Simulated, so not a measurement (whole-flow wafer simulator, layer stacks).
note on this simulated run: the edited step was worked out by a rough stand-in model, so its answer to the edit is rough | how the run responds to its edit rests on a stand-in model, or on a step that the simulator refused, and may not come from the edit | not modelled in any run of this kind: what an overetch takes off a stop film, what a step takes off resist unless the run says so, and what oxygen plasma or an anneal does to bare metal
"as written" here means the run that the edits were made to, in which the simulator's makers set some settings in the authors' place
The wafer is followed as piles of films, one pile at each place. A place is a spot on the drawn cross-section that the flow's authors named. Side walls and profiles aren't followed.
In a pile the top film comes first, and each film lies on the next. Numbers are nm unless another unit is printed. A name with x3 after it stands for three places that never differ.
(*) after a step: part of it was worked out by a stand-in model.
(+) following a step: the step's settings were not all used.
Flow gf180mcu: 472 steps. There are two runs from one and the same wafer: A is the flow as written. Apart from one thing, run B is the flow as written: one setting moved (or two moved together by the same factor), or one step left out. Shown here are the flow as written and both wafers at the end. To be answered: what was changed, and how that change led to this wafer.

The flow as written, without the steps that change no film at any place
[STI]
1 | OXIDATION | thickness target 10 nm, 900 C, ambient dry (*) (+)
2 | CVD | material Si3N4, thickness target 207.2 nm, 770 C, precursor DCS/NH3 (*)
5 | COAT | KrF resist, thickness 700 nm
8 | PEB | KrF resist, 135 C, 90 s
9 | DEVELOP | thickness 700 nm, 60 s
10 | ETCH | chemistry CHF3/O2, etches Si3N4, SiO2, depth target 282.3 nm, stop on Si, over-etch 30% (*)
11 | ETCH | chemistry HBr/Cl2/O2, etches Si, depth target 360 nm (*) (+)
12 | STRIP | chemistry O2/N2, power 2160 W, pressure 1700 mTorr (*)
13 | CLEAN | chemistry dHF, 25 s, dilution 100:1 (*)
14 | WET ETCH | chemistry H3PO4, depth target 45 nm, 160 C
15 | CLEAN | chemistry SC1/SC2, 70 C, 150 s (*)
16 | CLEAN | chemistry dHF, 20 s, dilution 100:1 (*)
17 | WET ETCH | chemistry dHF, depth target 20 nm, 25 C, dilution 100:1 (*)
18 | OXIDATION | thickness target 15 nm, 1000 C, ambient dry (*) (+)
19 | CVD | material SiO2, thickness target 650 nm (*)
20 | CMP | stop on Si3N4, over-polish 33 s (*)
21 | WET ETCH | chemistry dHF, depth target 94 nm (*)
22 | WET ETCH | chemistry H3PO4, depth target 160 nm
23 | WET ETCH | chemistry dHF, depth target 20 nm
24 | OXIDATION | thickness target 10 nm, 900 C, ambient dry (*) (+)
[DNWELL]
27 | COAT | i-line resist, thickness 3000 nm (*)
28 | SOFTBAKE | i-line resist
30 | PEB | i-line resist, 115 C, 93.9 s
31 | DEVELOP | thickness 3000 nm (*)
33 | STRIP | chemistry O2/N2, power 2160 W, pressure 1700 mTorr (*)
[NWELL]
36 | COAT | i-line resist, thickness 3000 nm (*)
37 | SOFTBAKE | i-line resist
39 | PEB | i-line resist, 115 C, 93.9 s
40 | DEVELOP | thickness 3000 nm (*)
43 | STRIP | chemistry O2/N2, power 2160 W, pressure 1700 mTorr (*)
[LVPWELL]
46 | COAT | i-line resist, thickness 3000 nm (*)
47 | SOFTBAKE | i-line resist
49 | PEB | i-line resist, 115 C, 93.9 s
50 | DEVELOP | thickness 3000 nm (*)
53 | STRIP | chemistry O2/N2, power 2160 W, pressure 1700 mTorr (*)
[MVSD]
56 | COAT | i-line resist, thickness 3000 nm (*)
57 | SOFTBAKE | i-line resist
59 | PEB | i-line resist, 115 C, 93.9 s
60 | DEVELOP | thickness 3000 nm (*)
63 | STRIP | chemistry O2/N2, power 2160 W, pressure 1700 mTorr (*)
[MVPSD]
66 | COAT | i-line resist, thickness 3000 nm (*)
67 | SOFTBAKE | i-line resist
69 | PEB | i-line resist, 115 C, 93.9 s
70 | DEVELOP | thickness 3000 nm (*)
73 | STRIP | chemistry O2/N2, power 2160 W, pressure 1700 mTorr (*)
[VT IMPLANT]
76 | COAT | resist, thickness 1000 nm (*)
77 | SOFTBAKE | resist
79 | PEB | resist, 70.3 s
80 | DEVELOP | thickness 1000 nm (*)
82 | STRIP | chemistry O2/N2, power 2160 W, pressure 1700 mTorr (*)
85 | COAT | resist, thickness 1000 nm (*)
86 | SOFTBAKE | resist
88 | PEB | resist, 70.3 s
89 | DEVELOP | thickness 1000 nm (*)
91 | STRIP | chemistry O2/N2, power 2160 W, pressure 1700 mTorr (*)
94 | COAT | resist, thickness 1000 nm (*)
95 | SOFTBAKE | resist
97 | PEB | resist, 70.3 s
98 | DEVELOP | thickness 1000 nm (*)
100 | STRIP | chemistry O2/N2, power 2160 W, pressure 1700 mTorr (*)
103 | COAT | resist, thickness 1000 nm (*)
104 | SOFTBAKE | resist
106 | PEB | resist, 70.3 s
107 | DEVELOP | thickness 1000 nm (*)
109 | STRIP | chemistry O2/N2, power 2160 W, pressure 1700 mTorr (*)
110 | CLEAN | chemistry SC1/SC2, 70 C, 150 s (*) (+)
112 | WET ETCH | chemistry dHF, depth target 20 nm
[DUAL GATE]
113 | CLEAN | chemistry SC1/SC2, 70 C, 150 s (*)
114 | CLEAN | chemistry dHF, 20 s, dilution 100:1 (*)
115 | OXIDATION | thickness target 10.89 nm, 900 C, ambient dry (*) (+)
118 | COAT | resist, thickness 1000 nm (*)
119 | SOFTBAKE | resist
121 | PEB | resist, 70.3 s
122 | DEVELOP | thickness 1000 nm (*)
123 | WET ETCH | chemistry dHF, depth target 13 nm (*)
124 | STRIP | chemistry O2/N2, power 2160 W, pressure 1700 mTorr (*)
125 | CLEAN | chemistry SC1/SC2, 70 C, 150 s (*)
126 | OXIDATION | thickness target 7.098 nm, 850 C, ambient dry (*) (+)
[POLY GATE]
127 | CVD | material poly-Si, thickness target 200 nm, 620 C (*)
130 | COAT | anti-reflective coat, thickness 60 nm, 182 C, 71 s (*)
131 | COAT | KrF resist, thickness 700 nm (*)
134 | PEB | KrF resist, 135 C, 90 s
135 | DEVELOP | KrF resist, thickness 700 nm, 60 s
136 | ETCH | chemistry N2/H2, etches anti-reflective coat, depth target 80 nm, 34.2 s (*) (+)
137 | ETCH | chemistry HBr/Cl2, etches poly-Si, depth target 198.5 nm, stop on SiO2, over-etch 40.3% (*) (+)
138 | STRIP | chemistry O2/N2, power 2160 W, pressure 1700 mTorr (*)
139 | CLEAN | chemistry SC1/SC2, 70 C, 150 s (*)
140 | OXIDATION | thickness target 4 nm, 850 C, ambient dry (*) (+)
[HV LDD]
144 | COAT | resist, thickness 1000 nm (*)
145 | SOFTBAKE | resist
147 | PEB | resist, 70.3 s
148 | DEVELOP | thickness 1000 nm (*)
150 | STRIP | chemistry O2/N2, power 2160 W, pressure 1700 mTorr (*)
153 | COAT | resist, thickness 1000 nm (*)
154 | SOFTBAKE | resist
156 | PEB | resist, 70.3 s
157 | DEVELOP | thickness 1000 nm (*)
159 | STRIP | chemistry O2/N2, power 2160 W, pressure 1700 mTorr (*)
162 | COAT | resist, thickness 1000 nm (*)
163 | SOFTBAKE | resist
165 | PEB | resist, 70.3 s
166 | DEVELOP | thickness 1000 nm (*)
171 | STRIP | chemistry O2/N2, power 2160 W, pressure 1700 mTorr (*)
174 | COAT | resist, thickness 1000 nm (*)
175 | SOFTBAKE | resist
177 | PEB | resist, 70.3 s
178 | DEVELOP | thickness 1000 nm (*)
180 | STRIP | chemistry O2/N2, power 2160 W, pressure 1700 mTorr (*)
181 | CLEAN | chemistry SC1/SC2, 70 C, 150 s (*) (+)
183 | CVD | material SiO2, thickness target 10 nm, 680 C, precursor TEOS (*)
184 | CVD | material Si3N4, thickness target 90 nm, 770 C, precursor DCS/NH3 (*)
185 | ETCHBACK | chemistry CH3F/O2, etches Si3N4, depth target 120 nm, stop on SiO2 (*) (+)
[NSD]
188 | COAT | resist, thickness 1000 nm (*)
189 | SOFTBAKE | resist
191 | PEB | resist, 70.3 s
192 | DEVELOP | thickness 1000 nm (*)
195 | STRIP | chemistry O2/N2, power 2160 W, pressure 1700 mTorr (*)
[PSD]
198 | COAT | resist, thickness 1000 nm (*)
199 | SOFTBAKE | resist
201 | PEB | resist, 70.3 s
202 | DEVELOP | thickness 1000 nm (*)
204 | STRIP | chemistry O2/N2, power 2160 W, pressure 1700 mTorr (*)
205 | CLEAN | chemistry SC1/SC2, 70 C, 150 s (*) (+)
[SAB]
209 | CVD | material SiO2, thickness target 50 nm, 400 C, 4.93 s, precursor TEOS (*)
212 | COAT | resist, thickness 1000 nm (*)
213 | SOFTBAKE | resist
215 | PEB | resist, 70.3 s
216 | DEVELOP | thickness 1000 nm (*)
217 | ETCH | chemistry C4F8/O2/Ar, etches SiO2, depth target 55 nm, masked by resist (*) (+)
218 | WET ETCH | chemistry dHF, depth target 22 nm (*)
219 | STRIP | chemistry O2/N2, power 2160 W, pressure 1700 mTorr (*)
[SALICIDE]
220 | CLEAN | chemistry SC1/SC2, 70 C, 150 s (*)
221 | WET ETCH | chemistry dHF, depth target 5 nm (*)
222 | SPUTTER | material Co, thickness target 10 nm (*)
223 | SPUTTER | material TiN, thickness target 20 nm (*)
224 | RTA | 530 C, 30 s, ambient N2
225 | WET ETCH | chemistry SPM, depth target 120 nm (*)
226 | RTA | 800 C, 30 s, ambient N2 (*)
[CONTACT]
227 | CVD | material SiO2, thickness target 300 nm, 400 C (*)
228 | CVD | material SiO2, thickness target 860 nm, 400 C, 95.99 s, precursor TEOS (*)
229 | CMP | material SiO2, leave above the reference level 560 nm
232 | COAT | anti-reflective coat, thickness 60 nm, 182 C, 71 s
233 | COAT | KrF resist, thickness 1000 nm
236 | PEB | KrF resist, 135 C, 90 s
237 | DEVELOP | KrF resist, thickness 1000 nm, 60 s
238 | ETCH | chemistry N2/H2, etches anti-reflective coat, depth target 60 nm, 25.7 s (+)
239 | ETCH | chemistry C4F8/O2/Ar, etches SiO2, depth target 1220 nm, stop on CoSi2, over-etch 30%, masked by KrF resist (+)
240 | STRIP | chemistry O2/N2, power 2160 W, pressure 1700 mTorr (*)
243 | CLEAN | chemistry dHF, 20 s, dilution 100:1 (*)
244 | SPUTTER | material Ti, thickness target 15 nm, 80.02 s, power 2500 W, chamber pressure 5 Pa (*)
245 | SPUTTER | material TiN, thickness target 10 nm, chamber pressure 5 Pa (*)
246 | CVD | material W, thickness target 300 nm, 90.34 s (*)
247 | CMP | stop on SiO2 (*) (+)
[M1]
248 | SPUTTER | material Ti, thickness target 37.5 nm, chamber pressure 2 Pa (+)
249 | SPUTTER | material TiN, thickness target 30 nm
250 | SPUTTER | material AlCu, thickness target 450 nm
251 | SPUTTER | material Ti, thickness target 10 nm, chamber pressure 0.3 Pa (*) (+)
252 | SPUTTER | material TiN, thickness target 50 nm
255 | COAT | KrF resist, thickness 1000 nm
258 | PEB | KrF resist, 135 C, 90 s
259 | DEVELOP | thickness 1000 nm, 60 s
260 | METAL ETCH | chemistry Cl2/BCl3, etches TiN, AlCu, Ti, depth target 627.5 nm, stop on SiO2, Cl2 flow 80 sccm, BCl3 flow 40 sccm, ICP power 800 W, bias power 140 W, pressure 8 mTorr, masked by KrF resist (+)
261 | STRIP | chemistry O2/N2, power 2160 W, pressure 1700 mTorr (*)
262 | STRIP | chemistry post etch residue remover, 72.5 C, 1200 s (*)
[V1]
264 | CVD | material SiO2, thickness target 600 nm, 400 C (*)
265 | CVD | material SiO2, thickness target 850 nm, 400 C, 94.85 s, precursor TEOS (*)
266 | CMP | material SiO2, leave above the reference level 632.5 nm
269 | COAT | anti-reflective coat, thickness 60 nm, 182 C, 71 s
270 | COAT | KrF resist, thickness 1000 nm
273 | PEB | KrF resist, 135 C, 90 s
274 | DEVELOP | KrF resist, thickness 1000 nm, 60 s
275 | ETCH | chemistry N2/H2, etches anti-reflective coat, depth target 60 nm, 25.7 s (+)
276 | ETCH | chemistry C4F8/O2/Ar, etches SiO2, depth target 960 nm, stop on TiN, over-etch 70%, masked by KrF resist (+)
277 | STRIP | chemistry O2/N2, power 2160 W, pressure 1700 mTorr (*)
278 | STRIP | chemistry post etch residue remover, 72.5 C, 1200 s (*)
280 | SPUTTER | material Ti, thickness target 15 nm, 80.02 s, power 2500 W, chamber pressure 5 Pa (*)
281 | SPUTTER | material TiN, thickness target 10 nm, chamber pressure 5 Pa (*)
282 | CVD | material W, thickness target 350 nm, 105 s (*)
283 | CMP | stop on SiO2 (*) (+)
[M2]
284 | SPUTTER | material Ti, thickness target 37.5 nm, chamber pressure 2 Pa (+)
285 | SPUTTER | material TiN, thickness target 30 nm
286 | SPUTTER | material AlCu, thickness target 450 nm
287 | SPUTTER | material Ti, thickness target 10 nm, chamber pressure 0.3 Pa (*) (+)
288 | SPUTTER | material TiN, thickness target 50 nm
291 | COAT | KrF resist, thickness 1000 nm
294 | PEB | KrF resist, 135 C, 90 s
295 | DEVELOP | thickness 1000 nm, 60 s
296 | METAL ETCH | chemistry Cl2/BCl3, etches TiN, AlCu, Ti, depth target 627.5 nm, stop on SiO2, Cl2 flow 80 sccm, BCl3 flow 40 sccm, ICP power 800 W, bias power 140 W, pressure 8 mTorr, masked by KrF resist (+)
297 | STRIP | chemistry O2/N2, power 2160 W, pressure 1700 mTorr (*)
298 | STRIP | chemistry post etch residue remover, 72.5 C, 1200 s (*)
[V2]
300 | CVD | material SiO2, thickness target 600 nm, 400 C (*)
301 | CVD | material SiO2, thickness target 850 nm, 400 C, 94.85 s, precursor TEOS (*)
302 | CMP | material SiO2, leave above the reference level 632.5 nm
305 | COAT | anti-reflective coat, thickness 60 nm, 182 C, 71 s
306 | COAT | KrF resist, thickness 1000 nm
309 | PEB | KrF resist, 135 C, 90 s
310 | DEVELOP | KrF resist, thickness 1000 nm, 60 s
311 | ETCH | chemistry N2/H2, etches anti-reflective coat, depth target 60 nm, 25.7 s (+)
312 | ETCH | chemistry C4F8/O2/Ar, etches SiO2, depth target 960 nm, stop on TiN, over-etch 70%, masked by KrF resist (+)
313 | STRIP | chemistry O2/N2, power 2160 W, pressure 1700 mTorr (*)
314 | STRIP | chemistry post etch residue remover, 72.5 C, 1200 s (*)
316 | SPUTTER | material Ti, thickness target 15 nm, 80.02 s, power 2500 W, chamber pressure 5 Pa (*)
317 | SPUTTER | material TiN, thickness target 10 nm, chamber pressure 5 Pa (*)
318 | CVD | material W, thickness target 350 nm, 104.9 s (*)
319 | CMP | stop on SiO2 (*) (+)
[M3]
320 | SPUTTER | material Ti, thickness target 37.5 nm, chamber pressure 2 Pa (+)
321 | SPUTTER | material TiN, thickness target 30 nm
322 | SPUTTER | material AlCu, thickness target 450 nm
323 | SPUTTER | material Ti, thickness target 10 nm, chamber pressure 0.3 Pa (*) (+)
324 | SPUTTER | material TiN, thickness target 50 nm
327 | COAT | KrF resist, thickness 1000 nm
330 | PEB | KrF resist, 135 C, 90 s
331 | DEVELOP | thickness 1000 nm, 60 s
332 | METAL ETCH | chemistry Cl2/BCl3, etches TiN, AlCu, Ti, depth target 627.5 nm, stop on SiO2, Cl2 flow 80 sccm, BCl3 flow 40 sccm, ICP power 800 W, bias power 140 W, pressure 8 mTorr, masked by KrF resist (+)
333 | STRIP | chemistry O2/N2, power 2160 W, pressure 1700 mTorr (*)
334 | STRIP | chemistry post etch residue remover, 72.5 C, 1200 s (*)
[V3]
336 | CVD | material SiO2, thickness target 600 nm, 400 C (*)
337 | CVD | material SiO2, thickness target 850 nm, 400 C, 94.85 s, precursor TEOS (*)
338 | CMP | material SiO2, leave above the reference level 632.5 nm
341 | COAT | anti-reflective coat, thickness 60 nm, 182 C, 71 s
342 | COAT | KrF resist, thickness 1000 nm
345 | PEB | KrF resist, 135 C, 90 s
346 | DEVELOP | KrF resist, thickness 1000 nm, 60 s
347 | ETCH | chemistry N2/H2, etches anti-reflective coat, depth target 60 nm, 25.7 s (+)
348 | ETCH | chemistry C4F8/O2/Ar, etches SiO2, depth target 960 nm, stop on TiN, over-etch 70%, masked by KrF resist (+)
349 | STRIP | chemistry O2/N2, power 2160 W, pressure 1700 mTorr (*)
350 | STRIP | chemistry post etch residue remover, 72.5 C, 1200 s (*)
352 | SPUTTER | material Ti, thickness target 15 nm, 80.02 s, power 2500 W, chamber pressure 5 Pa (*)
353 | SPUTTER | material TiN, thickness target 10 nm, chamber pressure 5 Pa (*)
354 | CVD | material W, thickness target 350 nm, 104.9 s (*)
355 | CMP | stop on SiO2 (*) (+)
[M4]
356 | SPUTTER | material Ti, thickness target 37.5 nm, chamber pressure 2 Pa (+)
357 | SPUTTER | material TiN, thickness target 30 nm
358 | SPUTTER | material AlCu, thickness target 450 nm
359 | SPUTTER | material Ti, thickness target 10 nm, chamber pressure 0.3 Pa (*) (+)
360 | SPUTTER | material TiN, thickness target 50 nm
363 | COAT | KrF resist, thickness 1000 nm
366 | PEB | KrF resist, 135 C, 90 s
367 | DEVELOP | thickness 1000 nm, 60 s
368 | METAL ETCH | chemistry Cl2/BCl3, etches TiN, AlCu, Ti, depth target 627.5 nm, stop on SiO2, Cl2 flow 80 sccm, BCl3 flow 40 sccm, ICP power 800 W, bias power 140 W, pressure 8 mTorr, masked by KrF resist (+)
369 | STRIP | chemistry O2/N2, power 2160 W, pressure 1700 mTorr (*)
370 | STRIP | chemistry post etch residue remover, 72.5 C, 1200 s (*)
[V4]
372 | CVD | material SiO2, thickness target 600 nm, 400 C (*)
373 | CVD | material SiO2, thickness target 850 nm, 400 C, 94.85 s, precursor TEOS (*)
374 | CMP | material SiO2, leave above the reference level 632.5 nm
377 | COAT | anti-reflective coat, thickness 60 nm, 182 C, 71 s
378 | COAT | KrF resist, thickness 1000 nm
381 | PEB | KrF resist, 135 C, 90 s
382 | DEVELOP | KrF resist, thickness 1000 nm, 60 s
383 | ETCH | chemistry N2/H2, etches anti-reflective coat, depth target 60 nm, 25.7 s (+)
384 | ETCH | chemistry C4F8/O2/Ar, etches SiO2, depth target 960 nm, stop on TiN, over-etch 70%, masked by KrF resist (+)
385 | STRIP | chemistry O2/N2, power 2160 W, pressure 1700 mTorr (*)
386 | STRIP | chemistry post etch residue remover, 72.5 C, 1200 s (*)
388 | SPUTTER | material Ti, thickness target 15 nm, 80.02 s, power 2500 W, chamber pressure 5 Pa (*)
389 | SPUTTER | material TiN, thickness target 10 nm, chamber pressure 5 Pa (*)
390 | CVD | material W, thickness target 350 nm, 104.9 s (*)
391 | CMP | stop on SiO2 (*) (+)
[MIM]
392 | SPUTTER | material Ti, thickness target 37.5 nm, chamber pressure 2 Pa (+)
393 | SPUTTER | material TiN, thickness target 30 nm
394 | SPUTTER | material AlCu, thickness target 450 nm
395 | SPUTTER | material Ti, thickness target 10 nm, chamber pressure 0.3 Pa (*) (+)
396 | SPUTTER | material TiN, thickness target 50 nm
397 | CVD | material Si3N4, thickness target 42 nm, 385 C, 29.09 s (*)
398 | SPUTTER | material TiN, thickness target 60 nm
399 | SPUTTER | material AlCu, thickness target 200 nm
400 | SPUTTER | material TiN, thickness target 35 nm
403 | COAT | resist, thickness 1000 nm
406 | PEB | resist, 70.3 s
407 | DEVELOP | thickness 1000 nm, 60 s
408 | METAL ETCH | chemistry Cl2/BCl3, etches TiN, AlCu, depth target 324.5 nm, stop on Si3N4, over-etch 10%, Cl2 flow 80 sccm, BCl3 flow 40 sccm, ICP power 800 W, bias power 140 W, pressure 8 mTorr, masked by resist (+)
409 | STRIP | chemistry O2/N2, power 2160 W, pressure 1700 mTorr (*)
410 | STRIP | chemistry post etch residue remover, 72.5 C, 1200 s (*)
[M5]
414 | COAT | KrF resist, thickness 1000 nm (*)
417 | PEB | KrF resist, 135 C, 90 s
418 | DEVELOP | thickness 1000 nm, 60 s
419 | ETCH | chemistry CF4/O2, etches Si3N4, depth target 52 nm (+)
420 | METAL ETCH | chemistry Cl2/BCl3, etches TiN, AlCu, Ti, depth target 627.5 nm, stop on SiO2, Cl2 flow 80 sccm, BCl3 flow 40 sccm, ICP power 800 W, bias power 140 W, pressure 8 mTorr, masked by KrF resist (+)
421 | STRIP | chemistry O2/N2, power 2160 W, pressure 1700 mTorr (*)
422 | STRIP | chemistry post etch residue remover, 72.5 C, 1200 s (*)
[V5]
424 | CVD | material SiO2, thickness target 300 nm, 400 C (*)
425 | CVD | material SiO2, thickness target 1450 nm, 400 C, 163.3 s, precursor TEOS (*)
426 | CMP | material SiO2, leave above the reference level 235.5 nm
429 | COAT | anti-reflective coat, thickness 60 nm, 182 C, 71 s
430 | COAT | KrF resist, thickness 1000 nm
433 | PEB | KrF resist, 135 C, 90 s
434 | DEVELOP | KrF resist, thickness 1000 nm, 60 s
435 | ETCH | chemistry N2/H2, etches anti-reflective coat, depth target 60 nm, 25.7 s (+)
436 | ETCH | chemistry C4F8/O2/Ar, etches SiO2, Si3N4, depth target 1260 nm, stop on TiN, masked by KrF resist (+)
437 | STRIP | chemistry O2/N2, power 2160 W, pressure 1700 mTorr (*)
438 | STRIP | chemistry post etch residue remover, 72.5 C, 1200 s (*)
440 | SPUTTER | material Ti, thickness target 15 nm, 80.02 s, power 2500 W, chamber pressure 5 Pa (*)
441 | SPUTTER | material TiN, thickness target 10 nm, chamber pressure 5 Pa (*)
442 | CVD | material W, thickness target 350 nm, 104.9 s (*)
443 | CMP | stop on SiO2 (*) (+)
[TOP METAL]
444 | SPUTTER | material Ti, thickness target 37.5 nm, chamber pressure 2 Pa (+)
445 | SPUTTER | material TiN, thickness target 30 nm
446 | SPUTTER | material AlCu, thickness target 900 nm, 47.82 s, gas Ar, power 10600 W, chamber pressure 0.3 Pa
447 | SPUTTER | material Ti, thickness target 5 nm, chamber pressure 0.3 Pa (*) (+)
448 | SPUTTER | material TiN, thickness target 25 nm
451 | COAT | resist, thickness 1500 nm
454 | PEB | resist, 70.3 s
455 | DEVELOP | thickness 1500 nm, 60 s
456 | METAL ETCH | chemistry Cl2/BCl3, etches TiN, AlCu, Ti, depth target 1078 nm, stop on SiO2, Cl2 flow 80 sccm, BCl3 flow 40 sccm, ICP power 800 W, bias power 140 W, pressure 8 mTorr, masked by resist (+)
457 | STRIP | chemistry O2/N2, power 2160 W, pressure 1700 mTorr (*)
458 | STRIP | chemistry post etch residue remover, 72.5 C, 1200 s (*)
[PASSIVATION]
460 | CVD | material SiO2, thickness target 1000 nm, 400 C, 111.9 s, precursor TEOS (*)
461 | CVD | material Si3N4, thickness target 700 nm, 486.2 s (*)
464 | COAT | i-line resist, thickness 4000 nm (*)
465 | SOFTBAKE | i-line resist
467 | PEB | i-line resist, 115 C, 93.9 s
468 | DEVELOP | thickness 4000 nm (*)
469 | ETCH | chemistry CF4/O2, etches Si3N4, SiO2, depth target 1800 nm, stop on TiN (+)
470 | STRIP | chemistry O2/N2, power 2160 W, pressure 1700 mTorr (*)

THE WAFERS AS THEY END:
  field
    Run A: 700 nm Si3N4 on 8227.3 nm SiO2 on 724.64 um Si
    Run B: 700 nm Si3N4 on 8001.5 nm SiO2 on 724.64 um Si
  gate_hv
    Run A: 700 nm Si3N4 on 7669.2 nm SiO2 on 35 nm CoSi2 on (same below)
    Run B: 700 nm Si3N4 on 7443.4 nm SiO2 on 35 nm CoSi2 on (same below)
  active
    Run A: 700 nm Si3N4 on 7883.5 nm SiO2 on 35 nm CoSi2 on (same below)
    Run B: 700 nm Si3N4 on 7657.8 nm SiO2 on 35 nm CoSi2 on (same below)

Cause: step 460, CVD: thickness target 770 nm was run, whereas the flow has thickness target 1000 nm; step 460, CVD: 86.2 s was run, where the flow has 111.9 s.

How this came from the change, step by step:
  460 | CVD | material SiO2, thickness target 1000 nm, 400 C, 111.9 s, precursor TEOS (*)
      field, field__w1, field__w2 and 103 more: A +1000 SiO2 | B +774.2 SiO2
      field__w8, contact, m1, m1__w1, pad, m1_nw: A +1000 SiO2 (new film) | B +774.2 SiO2 (new film)
  465 | SOFTBAKE | i-line resist
      gate: A +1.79 i-line resist | B -0.33 i-line resist
      ld_acc_p, ld_fp_p, ld_drift_p: A +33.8 i-line resist | B +27 i-line resist
      (as well as at 57 more places)
  469 | ETCH | chemistry CF4/O2, etches Si3N4, SiO2, depth target 1800 nm, stop on TiN (+)
      pad: A -700 Si3N4 (all of it), -1000 SiO2 (all of it) | B -700 Si3N4 (all of it), -774.2 SiO2 (all of it)
